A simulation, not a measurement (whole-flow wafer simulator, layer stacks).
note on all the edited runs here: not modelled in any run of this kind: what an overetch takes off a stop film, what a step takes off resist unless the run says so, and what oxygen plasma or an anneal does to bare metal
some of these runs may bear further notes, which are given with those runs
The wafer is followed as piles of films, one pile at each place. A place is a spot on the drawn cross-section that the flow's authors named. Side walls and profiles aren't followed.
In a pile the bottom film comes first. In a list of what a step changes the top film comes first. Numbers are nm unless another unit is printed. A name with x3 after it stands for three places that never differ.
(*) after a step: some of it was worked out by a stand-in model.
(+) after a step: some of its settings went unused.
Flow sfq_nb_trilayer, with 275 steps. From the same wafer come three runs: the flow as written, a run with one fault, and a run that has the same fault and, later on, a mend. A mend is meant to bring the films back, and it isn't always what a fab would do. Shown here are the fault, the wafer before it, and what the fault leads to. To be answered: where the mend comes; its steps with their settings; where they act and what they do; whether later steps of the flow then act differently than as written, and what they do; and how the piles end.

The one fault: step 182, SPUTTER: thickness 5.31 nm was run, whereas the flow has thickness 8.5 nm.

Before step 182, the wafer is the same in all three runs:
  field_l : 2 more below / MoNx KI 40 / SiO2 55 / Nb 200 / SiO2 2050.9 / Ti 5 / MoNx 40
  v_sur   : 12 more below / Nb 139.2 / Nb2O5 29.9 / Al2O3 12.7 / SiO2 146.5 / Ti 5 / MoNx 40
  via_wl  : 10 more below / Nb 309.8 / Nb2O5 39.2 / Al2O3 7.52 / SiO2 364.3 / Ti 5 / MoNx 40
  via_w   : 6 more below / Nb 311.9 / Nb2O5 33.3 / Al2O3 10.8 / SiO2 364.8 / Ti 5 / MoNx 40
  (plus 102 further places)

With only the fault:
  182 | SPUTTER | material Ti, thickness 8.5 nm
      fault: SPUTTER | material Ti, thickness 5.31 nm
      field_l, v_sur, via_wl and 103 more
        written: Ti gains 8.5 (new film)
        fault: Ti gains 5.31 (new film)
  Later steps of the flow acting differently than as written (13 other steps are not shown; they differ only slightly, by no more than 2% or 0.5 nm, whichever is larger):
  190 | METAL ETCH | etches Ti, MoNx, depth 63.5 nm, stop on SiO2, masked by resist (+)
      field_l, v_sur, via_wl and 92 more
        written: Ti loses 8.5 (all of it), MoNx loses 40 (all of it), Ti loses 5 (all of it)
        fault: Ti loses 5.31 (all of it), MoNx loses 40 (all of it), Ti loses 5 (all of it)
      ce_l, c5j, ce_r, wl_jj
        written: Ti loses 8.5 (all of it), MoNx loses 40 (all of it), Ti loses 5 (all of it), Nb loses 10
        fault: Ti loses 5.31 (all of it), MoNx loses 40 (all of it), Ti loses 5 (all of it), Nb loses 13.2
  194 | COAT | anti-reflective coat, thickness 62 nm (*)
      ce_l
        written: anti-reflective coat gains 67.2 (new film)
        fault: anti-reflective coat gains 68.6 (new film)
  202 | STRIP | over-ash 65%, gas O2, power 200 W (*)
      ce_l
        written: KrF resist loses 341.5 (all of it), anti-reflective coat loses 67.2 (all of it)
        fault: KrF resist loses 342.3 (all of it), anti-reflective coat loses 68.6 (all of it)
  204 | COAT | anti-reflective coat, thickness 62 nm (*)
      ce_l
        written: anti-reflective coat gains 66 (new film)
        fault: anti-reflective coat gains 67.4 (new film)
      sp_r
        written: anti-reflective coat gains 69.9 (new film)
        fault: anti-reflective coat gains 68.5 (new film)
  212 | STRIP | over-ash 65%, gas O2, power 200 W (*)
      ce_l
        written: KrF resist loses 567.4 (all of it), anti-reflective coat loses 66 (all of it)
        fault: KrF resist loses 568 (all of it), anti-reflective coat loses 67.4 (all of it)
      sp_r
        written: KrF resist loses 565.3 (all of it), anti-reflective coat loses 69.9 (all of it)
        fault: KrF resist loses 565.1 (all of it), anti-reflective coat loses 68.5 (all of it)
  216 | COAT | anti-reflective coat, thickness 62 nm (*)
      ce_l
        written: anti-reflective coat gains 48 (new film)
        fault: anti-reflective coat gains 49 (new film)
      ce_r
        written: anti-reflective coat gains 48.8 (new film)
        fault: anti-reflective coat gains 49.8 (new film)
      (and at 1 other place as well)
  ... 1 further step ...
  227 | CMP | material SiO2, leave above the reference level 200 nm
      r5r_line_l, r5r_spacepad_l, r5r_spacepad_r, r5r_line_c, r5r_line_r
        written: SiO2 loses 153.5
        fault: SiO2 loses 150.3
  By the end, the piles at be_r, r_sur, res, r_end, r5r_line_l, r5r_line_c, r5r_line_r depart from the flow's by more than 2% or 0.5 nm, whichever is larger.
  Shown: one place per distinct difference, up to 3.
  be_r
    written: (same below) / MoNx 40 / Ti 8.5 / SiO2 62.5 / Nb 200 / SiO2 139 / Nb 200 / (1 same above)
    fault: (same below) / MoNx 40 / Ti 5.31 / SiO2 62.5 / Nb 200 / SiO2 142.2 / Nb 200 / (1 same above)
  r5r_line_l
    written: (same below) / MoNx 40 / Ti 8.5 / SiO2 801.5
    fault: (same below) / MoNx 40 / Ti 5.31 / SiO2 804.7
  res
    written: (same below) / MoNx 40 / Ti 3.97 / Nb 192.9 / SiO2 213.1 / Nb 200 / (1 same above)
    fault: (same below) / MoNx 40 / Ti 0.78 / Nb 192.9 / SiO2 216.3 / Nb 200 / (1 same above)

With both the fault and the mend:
  The mend follows step 188.
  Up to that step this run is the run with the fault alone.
  188a | STRIP | over-ash 65%, gas O2, power 200 W (*)
      field_l, v_sur, via_wl and 96 more
        anti-reflective coat loses 62 (all of it)
      be_r, r_sur, res, r_end, r5r_line_l, r5r_line_c, r5r_line_r
        KrF resist loses 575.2 (all of it), anti-reflective coat loses 62 (all of it)
  188b | SPUTTER | material Ti, thickness 3.19 nm (a further turn of the flow's step 182, with different settings)
      field_l, v_sur, via_wl and 103 more
        Ti gains 3.19
  188c | COAT | anti-reflective coat, thickness 62 nm (a further turn of the flow's step 183)
      field_l, v_sur, via_wl and 103 more
        anti-reflective coat gains 62 (new film)
  188d | COAT | KrF resist, thickness 600 nm (a further turn of the flow's step 184)
      field_l, v_sur, via_wl and 103 more
        KrF resist gains 600 (new film)
  188e | SOFTBAKE | KrF resist (a further turn of the flow's step 185)
      leaves every film unchanged at each place that is followed
  188f | EXPOSE | photomask R5, dose 12.12 mJ/cm2, NA 0.6, wavelength 248 nm (*) (a further turn of the flow's step 186)
      leaves every film unchanged at each place that is followed
  188g | PEB | KrF resist, 90 s (a further turn of the flow's step 187)
      field_l, v_sur, via_wl and 103 more
        KrF resist loses 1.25
  188h | DEVELOP | KrF resist, thickness 600 nm, 60 s (a further turn of the flow's step 188)
      field_l, v_sur, via_wl and 96 more
        KrF resist loses 598.7 (all of it)
      be_r, r_sur, res, r_end, r5r_line_l, r5r_line_c, r5r_line_r
        KrF resist loses 23.5
  None of the later steps of the flow acts differently than as written at any place that is followed.
  The piles end the same as the flow's at every place that both follow.
